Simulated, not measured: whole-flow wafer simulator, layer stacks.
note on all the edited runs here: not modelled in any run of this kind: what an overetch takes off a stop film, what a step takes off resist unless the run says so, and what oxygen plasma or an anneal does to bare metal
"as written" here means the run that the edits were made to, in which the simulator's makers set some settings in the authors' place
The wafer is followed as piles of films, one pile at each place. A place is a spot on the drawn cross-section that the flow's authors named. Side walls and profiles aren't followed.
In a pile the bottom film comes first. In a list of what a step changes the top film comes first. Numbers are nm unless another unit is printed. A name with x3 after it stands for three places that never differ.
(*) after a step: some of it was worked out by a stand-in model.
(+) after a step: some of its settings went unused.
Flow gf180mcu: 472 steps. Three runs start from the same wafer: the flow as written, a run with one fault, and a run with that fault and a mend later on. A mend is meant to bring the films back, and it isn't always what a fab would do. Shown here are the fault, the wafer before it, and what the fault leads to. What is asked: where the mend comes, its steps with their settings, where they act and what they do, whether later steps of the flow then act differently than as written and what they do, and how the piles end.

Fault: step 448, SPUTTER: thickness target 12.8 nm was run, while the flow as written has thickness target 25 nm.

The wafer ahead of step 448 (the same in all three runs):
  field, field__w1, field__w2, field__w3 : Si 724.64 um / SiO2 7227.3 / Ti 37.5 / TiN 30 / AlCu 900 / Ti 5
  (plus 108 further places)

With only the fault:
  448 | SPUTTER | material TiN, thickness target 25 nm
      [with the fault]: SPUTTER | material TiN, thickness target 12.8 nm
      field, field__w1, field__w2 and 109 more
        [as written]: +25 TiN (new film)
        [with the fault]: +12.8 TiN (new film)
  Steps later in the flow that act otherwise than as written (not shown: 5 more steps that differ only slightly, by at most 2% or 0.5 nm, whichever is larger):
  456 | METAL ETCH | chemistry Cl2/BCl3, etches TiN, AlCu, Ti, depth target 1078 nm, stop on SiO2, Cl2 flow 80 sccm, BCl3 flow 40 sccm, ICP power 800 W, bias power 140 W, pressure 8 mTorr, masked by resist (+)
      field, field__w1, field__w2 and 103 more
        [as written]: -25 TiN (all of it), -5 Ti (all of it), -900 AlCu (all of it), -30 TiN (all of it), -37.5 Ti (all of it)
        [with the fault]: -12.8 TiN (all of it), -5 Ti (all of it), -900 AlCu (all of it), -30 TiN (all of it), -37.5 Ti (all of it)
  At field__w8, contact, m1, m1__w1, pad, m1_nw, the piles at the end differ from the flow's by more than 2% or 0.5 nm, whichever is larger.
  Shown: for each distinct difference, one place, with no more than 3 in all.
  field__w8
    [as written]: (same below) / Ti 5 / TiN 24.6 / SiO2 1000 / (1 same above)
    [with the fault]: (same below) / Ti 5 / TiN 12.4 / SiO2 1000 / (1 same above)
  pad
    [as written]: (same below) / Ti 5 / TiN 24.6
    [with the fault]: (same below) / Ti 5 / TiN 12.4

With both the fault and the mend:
  The mend stands after step 455.
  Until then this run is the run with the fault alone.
  455a | STRIP | chemistry O2/N2, power 2160 W, pressure 1700 mTorr (*)
      field__w8, contact, m1, m1__w1, pad, m1_nw
        -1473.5 resist (all of it)
  455b | SPUTTER | material TiN, thickness target 12.2 nm (a further turn of the flow's step 448, with different settings)
      field, field__w1, field__w2 and 109 more
        +12.2 TiN
  455c | HMDS | 120 C, 60 s (a further turn of the flow's step 450)
      does not change any film at any place that is followed
  455d | COAT | resist, thickness 1500 nm (a further turn of the flow's step 451)
      field, field__w1, field__w2 and 109 more
        +1500 resist (new film)
  455e | SOFTBAKE | resist (a further turn of the flow's step 452)
      does not change any film at any place that is followed
  455f | EXPOSE | photomask MetalTop (a further turn of the flow's step 453)
      does not change any film at any place that is followed
  455g | PEB | resist, 70.3 s (a further turn of the flow's step 454)
      field, field__w1, field__w2 and 109 more
        -26.5 resist
  455h | DEVELOP | thickness 1500 nm, 60 s (a further turn of the flow's step 455)
      field, field__w1, field__w2 and 103 more
        -1473.5 resist (all of it)
  None of the later steps of the flow acts differently than as written at any place that is followed.
  At every place that both follow, the piles at the end match the flow's.
